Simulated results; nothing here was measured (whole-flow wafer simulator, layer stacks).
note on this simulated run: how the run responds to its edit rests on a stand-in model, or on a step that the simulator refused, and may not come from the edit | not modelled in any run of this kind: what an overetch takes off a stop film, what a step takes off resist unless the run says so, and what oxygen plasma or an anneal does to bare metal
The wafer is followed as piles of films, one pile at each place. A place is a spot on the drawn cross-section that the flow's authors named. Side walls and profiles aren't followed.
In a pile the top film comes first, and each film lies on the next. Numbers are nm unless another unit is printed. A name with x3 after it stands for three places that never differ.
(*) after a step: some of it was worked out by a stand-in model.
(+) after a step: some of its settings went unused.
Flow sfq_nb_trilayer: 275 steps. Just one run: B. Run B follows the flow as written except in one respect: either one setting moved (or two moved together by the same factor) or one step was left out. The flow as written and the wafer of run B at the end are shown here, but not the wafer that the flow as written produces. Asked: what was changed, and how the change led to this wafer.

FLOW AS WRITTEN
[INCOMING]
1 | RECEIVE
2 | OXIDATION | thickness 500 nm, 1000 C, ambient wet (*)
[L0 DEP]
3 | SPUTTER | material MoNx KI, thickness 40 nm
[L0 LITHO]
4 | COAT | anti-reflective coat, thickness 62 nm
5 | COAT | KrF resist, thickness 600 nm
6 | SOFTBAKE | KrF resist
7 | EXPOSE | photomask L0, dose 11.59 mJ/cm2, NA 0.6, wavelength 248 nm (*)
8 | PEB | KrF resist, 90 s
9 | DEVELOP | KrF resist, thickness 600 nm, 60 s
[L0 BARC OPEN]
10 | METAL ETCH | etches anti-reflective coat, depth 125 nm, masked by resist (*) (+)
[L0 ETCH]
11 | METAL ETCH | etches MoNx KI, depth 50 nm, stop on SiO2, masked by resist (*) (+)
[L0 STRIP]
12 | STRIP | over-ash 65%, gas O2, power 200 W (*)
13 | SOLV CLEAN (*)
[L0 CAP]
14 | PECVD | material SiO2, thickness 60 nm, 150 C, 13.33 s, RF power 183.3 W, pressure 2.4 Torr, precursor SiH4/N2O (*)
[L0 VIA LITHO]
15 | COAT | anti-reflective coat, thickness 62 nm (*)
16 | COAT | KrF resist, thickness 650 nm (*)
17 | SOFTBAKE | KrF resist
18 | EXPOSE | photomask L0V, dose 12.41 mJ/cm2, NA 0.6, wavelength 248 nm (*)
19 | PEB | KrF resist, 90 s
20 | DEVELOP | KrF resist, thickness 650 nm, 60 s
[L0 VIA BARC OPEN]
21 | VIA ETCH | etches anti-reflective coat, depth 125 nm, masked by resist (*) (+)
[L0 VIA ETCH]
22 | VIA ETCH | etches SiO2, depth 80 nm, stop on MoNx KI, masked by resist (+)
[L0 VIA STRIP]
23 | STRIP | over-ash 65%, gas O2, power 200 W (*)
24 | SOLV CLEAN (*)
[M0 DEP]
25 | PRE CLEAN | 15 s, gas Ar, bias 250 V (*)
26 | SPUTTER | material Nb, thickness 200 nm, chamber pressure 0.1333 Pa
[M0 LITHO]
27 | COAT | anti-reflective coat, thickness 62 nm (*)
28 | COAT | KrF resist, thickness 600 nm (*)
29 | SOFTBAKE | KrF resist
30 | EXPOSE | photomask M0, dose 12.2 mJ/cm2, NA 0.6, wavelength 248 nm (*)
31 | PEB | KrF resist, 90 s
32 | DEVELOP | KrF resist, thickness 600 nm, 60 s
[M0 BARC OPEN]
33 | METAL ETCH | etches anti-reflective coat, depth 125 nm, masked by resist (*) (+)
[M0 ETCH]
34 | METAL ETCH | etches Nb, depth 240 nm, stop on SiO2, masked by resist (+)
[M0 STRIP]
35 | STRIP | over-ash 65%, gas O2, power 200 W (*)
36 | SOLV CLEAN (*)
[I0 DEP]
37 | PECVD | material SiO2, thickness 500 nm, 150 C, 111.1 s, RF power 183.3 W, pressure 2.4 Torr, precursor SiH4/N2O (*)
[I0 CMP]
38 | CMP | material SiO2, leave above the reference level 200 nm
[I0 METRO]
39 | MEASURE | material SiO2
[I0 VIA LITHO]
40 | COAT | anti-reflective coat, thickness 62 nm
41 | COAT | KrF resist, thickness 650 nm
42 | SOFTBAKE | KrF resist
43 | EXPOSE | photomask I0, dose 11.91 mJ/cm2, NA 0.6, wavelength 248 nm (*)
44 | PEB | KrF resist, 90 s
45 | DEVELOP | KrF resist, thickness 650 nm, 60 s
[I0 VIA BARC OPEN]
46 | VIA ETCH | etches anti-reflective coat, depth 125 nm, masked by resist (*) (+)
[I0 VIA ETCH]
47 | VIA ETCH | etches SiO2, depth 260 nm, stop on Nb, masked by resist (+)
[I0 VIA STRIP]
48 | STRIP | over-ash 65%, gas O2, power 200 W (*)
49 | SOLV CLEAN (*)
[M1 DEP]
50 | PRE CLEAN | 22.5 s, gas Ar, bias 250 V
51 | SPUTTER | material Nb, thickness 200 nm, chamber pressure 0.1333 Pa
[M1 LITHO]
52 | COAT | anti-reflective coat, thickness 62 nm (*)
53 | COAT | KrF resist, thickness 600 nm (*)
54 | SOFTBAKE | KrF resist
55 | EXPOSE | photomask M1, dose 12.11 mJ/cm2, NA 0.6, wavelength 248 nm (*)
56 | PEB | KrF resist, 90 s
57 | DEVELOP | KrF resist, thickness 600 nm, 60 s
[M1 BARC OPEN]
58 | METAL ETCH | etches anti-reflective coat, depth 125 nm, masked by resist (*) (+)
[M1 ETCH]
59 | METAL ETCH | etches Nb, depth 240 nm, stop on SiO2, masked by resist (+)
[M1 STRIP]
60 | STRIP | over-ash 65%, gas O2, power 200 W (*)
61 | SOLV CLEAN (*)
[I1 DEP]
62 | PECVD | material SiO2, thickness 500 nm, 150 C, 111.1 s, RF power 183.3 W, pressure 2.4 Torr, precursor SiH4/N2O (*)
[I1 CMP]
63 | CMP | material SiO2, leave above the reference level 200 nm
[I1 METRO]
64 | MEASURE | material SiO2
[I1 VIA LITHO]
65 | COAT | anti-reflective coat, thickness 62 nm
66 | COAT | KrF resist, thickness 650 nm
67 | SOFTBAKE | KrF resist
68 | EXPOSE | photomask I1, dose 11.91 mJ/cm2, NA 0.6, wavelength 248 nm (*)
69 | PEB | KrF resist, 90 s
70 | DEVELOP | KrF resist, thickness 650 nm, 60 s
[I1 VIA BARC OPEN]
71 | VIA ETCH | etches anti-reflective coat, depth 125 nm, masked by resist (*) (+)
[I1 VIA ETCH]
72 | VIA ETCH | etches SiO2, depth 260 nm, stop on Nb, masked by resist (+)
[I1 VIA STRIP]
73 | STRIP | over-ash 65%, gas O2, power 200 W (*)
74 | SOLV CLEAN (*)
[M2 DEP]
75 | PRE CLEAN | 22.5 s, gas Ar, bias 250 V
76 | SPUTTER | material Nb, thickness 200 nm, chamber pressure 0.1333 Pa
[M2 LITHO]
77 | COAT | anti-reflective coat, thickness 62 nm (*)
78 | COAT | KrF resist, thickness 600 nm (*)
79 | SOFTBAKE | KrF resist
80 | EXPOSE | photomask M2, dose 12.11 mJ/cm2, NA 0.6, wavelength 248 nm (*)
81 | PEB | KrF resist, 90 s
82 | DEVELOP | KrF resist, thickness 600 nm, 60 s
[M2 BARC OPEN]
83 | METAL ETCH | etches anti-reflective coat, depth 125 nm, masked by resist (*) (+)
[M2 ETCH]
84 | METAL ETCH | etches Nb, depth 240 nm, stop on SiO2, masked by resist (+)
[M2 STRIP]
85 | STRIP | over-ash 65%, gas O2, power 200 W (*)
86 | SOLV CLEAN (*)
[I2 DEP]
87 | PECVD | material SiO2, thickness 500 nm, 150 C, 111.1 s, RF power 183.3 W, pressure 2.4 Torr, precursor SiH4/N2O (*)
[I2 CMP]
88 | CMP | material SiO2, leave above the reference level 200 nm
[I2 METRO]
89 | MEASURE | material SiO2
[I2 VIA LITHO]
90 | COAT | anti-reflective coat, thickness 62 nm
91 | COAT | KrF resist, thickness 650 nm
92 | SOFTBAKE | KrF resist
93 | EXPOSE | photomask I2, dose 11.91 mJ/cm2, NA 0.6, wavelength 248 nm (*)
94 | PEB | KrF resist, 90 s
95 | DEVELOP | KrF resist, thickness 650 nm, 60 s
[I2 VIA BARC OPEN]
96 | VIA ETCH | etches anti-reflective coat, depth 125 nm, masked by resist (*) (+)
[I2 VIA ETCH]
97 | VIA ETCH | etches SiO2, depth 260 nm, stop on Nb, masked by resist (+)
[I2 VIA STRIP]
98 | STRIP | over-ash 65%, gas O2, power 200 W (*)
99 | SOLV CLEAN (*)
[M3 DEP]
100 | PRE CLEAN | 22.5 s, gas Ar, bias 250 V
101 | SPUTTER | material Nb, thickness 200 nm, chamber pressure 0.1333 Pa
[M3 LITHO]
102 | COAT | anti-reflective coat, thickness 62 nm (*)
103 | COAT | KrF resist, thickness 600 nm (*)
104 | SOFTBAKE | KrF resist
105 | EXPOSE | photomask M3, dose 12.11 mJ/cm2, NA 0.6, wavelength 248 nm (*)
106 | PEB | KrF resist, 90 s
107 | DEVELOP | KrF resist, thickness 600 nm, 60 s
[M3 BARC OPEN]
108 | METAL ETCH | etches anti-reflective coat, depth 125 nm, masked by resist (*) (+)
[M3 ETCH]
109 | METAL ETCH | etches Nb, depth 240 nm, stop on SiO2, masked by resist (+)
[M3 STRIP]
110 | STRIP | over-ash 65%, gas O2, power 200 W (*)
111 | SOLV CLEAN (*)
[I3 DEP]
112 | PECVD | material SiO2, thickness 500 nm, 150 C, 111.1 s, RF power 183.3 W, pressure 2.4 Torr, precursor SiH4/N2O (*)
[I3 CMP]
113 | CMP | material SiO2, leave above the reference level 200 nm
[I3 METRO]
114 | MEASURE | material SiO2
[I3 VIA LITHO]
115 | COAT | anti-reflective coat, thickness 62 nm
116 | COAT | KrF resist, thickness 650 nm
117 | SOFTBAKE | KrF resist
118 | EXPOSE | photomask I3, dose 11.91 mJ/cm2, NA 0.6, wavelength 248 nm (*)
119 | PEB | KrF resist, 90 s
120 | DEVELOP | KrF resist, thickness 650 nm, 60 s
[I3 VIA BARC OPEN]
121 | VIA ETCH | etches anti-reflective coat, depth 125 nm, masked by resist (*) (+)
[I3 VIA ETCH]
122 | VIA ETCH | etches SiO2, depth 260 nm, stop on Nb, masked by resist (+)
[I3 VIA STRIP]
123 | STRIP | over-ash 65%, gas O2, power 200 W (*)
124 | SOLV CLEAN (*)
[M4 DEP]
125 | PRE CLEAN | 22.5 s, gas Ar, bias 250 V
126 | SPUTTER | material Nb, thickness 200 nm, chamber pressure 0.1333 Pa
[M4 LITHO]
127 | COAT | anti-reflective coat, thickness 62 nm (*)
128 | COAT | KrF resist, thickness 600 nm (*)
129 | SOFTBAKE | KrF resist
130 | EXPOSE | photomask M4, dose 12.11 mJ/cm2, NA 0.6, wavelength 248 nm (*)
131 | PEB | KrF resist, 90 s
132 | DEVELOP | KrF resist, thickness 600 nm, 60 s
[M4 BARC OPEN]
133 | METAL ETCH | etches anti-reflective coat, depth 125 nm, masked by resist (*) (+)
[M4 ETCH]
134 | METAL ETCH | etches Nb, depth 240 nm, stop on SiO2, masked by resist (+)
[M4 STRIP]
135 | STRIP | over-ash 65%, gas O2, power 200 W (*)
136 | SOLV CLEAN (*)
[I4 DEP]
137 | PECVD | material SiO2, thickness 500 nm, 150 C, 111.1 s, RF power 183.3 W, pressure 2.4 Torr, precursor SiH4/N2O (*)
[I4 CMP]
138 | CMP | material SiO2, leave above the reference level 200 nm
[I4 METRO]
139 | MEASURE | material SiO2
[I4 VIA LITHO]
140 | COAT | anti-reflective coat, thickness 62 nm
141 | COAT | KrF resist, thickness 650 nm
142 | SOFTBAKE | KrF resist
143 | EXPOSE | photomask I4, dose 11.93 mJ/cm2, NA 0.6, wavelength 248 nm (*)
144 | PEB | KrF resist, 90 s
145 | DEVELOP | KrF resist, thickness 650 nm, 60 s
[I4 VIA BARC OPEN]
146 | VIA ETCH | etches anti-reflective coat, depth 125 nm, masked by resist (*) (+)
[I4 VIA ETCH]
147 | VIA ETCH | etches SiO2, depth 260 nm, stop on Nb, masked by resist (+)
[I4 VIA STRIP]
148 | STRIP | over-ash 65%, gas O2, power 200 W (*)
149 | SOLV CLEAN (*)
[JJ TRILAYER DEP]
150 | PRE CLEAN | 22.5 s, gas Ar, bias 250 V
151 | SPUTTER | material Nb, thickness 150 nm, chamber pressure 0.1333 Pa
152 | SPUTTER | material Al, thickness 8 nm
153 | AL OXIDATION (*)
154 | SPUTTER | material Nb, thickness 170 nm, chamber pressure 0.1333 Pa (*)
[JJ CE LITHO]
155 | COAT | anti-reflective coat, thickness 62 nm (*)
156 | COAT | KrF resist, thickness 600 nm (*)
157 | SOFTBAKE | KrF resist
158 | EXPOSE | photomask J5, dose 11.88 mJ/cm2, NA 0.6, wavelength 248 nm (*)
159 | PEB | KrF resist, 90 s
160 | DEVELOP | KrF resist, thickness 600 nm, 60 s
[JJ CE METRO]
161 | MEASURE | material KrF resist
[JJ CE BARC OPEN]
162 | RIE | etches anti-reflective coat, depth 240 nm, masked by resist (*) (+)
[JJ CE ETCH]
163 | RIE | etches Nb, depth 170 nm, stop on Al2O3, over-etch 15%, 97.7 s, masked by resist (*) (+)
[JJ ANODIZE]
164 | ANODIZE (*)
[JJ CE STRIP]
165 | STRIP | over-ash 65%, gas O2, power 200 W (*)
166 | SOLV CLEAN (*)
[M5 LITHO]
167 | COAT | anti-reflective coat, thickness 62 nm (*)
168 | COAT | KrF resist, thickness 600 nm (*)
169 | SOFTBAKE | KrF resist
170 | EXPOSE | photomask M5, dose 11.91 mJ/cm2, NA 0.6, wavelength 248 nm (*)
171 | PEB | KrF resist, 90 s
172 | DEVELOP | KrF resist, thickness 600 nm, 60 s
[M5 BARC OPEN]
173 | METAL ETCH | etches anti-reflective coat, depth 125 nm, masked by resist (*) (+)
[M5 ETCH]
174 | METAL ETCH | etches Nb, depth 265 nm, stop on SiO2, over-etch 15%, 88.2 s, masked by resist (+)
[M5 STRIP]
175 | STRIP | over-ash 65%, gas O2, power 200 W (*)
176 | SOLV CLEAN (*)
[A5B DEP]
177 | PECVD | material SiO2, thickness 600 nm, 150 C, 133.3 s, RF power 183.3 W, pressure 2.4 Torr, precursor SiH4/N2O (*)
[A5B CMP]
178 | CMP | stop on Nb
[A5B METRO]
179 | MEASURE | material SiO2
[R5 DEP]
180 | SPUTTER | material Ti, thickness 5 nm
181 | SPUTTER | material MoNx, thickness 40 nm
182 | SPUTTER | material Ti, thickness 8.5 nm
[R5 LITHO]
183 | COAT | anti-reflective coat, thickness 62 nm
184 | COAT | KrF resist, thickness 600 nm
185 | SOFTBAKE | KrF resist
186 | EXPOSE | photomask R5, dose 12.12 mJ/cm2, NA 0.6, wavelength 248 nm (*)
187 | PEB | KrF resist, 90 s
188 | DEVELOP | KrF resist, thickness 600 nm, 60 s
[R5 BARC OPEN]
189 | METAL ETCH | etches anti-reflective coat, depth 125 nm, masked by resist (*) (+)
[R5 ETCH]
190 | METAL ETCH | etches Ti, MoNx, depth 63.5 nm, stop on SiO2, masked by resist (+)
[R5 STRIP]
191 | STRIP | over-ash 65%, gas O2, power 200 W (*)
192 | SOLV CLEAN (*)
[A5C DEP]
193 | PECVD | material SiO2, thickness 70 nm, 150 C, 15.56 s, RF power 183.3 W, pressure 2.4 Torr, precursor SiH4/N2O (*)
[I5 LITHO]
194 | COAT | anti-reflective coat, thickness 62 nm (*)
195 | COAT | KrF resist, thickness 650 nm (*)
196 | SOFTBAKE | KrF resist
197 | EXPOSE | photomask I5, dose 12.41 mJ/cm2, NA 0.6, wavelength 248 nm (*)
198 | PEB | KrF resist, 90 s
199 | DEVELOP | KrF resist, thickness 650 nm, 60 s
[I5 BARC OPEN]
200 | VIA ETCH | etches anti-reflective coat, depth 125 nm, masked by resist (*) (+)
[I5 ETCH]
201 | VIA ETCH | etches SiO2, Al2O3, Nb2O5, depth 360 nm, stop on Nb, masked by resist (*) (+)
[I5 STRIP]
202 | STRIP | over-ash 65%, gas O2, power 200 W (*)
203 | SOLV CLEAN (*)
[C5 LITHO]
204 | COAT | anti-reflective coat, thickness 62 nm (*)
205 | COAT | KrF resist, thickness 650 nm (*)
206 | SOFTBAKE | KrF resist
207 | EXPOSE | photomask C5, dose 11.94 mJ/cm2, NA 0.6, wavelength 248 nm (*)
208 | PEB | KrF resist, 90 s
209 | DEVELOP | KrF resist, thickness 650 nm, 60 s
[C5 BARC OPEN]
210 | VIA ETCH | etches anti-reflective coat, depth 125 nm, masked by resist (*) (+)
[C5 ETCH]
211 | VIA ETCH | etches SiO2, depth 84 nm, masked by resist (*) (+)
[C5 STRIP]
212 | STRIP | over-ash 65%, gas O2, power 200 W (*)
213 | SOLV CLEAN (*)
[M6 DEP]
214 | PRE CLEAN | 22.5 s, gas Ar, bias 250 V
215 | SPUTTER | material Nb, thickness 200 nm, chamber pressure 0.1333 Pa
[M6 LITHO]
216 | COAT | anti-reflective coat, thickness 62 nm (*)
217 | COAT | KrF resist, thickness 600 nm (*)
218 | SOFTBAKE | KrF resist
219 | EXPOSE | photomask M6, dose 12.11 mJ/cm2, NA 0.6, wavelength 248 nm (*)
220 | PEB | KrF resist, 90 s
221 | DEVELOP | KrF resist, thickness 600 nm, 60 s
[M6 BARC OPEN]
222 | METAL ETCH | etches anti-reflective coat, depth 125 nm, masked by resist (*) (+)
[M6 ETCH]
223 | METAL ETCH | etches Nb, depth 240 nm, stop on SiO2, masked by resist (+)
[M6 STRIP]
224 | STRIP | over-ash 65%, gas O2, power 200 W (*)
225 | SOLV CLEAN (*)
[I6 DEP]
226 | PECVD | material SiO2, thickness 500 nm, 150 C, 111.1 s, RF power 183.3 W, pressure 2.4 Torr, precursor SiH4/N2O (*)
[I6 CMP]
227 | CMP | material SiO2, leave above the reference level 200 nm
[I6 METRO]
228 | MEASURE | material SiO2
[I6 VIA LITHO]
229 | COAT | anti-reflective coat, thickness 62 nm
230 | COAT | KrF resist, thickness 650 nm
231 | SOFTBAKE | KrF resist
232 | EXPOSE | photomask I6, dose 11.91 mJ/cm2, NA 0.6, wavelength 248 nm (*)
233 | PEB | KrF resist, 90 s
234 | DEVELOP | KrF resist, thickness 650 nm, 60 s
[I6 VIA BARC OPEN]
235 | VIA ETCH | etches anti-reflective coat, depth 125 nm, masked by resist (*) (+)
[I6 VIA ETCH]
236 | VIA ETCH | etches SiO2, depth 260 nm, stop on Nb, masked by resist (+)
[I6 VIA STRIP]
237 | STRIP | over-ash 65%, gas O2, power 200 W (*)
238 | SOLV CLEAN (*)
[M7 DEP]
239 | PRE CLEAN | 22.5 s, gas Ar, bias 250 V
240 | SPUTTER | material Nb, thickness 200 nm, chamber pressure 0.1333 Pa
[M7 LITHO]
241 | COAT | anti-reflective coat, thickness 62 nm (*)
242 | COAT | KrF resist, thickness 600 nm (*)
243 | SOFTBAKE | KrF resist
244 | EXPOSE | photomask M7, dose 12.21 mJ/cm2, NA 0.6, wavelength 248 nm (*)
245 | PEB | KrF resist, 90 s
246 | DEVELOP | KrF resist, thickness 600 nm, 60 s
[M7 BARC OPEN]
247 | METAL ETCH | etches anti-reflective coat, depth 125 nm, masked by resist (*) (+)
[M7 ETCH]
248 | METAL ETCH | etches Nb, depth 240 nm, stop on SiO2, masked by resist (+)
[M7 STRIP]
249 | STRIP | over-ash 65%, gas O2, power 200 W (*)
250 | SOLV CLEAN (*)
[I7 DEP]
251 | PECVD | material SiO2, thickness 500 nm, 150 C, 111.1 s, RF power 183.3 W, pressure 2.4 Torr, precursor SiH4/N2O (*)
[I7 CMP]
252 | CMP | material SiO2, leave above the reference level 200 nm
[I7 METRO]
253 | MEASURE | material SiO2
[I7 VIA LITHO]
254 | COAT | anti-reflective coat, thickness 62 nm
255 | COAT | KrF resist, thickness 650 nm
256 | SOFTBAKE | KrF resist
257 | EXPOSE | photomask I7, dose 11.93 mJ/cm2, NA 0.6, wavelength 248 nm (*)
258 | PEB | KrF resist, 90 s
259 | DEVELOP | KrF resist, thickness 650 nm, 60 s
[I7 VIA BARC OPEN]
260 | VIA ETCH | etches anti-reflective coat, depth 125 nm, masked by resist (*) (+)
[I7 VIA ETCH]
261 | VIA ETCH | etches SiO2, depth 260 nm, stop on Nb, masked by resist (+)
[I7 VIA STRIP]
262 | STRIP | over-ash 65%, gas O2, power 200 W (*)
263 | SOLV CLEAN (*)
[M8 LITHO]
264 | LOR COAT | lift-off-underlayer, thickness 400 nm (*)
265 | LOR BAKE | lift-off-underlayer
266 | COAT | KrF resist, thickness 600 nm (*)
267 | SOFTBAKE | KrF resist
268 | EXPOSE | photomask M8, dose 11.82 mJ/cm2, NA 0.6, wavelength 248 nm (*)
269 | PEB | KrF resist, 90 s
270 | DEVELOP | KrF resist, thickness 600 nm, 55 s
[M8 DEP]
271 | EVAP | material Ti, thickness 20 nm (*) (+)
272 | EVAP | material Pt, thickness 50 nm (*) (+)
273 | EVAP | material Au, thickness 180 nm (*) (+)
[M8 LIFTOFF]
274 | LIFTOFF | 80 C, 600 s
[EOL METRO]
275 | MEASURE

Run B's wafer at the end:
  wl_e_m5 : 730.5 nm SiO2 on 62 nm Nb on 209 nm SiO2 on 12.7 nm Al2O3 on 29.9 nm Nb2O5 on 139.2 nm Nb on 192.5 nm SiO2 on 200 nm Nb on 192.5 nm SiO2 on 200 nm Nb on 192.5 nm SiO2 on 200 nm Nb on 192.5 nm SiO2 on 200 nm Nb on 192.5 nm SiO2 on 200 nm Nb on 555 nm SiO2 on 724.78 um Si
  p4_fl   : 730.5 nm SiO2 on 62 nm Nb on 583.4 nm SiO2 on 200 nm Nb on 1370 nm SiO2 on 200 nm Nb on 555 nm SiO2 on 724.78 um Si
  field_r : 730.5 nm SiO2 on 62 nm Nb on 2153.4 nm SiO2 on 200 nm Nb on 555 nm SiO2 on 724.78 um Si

What caused this: step 223, METAL ETCH: depth 138 nm was run, whereas the flow has depth 240 nm.

Step by step, how the change led to this:
  223 | METAL ETCH | etches Nb, depth 240 nm, stop on SiO2, masked by resist (+)
      field_l, gap, moat and 76 more: Nb loses 138 (in the flow as written it would be: Nb loses 200 (all of it))
      v_sur, via_wl, via_w and 24 more: KrF resist loses 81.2 (in the flow as written it would be: KrF resist loses 141.2)
  224 | STRIP | over-ash 65%, gas O2, power 200 W (*)
      wl_j_sl, wl_j_sr: KrF resist loses 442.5 (all of it), anti-reflective coat loses 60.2 (all of it) (in the flow as written it would be: KrF resist loses 382.5 (all of it), anti-reflective coat loses 60.2 (all of it))
      wl_c_m6, wl_f_m6: KrF resist loses 442.3 (all of it), anti-reflective coat loses 62 (all of it) (in the flow as written it would be: KrF resist loses 382.3 (all of it), anti-reflective coat loses 62 (all of it))
      (and at 23 other places as well)
  226 | PECVD | material SiO2, thickness 500 nm, 150 C, 111.1 s, RF power 183.3 W, pressure 2.4 Torr, precursor SiH4/N2O (*)
      field_l, p4_fl, p4_fm and 62 more: SiO2 gains 500 (new film) (in the flow as written it would be: SiO2 gains 500)
      moat, field_r, lsp_l, ln_m5, lsp_m: SiO2 gains 500 (new film) (in the flow as written it would be: SiO2 gains 493.6)
      (and at 9 other places as well)
  227 | CMP | material SiO2, leave above the reference level 200 nm
      field_l, p4_fl, p4_fm and 59 more: SiO2 loses 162 (in the flow as written it would be: SiO2 loses 100)
      moat, field_r, lsp_l, ln_m5, lsp_m: SiO2 loses 162 (in the flow as written it would be: SiO2 loses 93.6)
      (and at 12 other places as well)
With metal films that touch counted as one body, wl_e_m5 has 7 bodies (between them, from the top down: SiO2 209 / Al2O3 12.7 / Nb2O5 29.9; SiO2 192.5; SiO2 192.5; SiO2 192.5; SiO2 192.5; SiO2 192.5); the flow as written gives 6 bodies (between them, from the top down: SiO2 192.5; SiO2 192.5; SiO2 192.5; SiO2 192.5; SiO2 192.5).
With metal films that touch counted as one body, p4_fl has 3 bodies (between them, from the top down: SiO2 583.4; SiO2 1370); the flow as written gives 2 bodies (between them, from the top down: SiO2 1370).
With metal films that touch counted as one body, field_r has 2 bodies (between them, from the top down: SiO2 2153.4); the flow as written gives 1 body.
